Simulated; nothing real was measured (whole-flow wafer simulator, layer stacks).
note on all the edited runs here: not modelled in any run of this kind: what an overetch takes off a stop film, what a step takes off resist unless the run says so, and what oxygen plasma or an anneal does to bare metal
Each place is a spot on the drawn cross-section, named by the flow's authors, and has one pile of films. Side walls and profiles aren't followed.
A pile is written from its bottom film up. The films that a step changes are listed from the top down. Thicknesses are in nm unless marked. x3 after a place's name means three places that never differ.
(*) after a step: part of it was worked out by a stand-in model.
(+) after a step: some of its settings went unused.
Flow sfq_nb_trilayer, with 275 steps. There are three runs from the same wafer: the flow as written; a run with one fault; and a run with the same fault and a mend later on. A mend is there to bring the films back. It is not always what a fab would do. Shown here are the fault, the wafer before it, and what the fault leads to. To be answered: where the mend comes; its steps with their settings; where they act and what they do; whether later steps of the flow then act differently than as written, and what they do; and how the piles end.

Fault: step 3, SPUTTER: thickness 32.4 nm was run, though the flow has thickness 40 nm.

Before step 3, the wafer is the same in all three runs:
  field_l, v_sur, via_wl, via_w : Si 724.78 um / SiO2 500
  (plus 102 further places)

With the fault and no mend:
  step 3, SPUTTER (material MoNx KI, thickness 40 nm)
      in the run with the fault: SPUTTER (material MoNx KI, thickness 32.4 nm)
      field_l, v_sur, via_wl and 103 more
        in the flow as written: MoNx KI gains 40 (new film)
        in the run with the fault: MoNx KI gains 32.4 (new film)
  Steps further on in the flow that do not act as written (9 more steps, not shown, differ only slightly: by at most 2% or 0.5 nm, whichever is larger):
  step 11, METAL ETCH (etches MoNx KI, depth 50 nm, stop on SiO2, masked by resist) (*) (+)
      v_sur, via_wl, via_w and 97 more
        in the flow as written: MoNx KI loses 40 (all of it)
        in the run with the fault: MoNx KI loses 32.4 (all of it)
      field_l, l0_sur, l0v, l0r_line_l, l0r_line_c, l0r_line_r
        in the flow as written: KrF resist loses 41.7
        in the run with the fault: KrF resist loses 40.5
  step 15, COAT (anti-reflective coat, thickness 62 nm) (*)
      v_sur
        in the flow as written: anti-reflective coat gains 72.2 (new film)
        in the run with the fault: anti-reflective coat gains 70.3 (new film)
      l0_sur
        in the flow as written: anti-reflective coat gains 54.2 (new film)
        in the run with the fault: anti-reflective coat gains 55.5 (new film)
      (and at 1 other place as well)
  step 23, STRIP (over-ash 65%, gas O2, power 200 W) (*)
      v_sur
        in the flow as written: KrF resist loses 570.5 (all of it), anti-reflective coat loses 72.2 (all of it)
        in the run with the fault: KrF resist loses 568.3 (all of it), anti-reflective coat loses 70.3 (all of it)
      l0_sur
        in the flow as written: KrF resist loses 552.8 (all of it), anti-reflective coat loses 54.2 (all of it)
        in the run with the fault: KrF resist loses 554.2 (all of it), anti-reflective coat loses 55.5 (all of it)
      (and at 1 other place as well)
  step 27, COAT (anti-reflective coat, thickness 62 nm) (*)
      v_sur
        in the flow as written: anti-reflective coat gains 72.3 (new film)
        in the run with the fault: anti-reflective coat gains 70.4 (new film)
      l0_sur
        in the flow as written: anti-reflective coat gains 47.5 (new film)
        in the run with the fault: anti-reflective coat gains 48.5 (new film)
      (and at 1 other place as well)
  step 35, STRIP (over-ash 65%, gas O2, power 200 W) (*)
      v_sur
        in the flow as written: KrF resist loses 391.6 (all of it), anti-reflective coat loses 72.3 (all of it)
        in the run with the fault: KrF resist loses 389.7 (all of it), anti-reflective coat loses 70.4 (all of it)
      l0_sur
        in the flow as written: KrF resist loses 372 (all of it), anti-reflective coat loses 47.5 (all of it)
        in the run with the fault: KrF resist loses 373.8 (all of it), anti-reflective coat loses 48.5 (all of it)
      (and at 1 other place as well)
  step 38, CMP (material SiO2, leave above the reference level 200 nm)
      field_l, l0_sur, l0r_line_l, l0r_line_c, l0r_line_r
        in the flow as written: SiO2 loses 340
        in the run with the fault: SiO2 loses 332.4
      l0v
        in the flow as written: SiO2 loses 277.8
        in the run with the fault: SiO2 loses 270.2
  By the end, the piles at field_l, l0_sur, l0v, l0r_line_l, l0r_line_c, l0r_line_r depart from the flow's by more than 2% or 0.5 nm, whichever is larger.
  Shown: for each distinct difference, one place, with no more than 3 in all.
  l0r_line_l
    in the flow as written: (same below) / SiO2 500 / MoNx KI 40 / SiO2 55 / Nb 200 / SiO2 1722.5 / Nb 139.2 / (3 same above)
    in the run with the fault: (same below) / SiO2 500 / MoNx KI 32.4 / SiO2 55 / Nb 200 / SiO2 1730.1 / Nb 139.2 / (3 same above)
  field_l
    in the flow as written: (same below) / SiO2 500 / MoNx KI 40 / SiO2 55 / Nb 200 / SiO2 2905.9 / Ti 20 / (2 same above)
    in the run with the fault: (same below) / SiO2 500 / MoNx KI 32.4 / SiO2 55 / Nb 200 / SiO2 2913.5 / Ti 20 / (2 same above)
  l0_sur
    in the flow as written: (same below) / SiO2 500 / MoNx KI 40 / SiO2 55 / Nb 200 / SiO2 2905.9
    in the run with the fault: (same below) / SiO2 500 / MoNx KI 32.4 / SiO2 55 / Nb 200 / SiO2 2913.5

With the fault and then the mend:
  After step 9 comes the mend.
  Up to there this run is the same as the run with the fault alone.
  step 9a, STRIP (over-ash 65%, gas O2, power 200 W) (*)
      v_sur, via_wl, via_w and 97 more
        anti-reflective coat loses 62 (all of it)
      field_l, l0_sur, l0v, l0r_line_l, l0r_line_c, l0r_line_r
        KrF resist loses 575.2 (all of it), anti-reflective coat loses 62 (all of it)
  step 9b, SPUTTER (material MoNx KI, thickness 7.6 nm) (the flow's step 3, run once more with other settings)
      field_l, v_sur, via_wl and 103 more
        MoNx KI gains 7.6
  step 9c, COAT (anti-reflective coat, thickness 62 nm) (the flow's step 4, run once more)
      field_l, v_sur, via_wl and 103 more
        anti-reflective coat gains 62 (new film)
  step 9d, COAT (KrF resist, thickness 600 nm) (the flow's step 5, run once more)
      field_l, v_sur, via_wl and 103 more
        KrF resist gains 600 (new film)
  step 9e, SOFTBAKE (KrF resist) (the flow's step 6, run once more)
      leaves every film unchanged at each place that is followed
  step 9f, EXPOSE (photomask L0, dose 11.59 mJ/cm2, NA 0.6, wavelength 248 nm) (*) (the flow's step 7, run once more)
      leaves every film unchanged at each place that is followed
  step 9g, PEB (KrF resist, 90 s) (the flow's step 8, run once more)
      field_l, v_sur, via_wl and 103 more
        KrF resist loses 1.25
  step 9h, DEVELOP (KrF resist, thickness 600 nm, 60 s) (the flow's step 9, run once more)
      v_sur, via_wl, via_w and 97 more
        KrF resist loses 598.7 (all of it)
      field_l, l0_sur, l0v, l0r_line_l, l0r_line_c, l0r_line_r
        KrF resist loses 23.5
  None of the later steps of the flow acts differently than as written at any place that is followed.
  By the end, the piles equal the flow's at every place that both follow.
